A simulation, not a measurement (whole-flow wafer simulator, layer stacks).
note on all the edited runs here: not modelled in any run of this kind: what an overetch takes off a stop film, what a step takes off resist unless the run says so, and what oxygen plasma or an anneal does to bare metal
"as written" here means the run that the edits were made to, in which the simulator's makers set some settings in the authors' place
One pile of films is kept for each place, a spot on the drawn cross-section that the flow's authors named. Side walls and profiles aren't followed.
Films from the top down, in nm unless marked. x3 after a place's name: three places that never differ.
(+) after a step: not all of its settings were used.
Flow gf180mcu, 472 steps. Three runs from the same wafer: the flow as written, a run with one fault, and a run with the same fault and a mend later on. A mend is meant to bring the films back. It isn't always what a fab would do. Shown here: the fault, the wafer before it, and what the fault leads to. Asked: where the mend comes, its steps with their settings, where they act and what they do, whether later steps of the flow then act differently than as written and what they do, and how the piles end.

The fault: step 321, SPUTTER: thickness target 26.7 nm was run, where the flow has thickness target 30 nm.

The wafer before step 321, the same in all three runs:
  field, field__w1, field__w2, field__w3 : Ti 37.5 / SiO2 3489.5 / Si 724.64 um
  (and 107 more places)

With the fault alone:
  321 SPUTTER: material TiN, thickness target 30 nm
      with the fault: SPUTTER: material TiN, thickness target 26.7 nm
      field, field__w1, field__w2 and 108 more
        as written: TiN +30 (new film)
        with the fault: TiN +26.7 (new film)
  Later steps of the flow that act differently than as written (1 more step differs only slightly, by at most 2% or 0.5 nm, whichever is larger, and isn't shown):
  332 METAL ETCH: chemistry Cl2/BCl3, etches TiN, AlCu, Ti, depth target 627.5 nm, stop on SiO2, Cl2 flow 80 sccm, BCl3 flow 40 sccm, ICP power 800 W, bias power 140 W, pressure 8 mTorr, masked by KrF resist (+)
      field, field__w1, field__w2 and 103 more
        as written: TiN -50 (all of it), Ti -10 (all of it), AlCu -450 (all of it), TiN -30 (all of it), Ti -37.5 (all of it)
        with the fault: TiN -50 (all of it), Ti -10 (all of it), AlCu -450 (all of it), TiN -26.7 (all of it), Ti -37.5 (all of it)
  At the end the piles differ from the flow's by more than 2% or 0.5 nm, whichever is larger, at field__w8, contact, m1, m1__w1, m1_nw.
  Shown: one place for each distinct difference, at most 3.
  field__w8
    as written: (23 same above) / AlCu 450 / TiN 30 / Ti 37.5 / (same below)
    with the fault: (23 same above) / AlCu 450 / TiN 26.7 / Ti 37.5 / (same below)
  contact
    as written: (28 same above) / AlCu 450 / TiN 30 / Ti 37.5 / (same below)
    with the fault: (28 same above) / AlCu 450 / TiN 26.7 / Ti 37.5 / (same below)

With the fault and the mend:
  The mend comes after step 321.
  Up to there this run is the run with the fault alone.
  321a SPUTTER: material TiN, thickness target 3.3 nm (the flow's step 321 once more, with other settings)
      field, field__w1, field__w2 and 108 more
        TiN +3.3
  No later step of the flow acts differently than as written at any place that is followed.
  At the end the piles are the same as the flow's at every place that both follow.
